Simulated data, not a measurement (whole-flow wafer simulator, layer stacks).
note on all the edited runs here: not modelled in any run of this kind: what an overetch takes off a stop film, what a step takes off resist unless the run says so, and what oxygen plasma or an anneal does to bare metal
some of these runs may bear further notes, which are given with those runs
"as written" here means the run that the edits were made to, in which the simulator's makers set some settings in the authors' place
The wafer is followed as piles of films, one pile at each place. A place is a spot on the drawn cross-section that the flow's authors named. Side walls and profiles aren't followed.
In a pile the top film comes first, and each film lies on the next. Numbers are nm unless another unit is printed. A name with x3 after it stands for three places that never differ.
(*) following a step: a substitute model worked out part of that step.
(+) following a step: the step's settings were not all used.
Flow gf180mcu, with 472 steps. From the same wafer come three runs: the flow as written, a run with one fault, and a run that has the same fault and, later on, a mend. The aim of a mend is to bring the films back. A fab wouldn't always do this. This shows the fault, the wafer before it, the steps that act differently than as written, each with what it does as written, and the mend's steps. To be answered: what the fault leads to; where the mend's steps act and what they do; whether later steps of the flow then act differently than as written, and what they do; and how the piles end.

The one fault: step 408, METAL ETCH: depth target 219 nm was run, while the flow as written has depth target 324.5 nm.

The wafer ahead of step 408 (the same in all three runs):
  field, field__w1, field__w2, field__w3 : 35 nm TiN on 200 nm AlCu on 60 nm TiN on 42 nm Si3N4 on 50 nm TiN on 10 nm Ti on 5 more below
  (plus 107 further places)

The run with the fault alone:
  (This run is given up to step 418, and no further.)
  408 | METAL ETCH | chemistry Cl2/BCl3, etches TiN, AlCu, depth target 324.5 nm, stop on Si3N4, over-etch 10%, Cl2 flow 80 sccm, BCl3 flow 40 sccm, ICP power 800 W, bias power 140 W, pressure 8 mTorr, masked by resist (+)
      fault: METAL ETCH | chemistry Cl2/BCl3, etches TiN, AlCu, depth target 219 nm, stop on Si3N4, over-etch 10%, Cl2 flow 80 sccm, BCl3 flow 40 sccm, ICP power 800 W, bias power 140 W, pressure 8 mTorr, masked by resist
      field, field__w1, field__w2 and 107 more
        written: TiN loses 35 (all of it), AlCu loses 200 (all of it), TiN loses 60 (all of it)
        fault: TiN loses 35 (all of it), AlCu loses 184
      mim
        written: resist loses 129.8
        fault: resist loses 87.6
  Steps later in the flow that act otherwise than as written (1 other step is not shown; it differs only slightly, by no more than 2% or 0.5 nm, whichever is larger):
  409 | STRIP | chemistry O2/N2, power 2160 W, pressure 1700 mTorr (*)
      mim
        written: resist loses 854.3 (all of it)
        fault: resist loses 896.5 (all of it)
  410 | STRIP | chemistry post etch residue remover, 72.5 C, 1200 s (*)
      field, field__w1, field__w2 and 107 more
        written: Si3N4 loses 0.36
        fault: AlCu loses 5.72
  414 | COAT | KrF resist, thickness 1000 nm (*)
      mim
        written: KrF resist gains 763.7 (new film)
        fault: KrF resist gains 818.2 (new film)
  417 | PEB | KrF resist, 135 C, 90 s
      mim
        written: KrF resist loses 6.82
        fault: KrF resist loses 7.68
  Once step 418 is done, the piles at field, field__w1, field__w2 and 109 more depart from the flow's by more than 2% or 0.5 nm, whichever is larger.
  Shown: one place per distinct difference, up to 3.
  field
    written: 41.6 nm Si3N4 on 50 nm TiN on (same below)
    fault: 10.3 nm AlCu on 60 nm TiN on 42 nm Si3N4 on 50 nm TiN on (same below)
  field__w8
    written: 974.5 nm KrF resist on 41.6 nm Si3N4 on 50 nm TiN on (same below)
    fault: 974.5 nm KrF resist on 10.3 nm AlCu on 60 nm TiN on 42 nm Si3N4 on 50 nm TiN on (same below)
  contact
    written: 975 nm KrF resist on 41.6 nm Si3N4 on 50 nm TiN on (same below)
    fault: 974.9 nm KrF resist on 10.3 nm AlCu on 60 nm TiN on 42 nm Si3N4 on 50 nm TiN on (same below)

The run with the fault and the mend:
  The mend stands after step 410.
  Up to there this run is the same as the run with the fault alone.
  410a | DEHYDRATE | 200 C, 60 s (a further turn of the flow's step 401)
      alters no film at any place that is followed
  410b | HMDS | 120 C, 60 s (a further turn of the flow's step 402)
      alters no film at any place that is followed
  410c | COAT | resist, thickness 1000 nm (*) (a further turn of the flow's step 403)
      field__w8, m1__w1, iso_ptap_pw and 39 more
        resist gains 1000 (new film)
      field_sub__w1, field_sub__w5, n_well and 6 more
        resist gains 1000.8 (new film)
      field, ld_acc_p, ld_fp_p, ld_drift_p, ld_drn_p, ld_body_p_dnw, m1_nw
        resist gains 1001.3 (new film)
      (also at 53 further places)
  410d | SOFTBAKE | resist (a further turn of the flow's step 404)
      field__w2
        resist gains 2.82
      field__w3
        resist gains 2.97
      field__w5
        resist loses 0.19
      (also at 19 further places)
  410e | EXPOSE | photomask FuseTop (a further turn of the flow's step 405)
      alters no film at any place that is followed
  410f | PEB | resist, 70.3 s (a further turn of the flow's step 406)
      field, field__w1, field__w5 and 95 more
        resist loses 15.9
      field__w2, field__w3, field__w12, pplus_u, ppoly_sal, nw_enc_fld_lv__w1, nw_enc_fld_lv__w4
        resist loses 16
      field__w11, field__w13, npoly_sal
        resist loses 16.2
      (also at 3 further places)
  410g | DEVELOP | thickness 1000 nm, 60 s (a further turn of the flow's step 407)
      field__w8, m1__w1, iso_ptap_pw and 39 more
        resist loses 984.1 (all of it)
      p_well, sti, spacer, sd_n, mim_1p0, pad, dice_street
        resist loses 984.6 (all of it)
      field, ld_acc_p, ld_fp_p, ld_drift_p, ld_drn_p, m1_nw
        resist loses 985.4 (all of it)
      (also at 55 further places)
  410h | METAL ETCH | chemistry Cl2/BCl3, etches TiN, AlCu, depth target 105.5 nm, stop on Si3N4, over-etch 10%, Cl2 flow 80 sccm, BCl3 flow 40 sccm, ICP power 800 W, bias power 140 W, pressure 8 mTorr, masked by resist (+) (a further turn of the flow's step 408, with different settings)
      field, field__w1, field__w2 and 107 more
        AlCu loses 10.3 (all of it), TiN loses 60 (all of it)
      mim
        resist loses 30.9
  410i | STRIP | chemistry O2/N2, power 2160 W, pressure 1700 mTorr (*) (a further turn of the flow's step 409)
      mim
        resist loses 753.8 (all of it)
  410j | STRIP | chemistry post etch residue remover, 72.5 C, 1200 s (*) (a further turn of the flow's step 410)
      field, field__w1, field__w2 and 107 more
        Si3N4 loses 0.36
      mim
        TiN loses 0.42
  None of the later steps of the flow differs from how it acts as written, at any place that is followed, by more than 2% or 0.5 nm, whichever is larger.
  When the end is reached, the piles differ only a little from the flow's at the places that both follow, at most by 2% or 0.5 nm, whichever is larger.
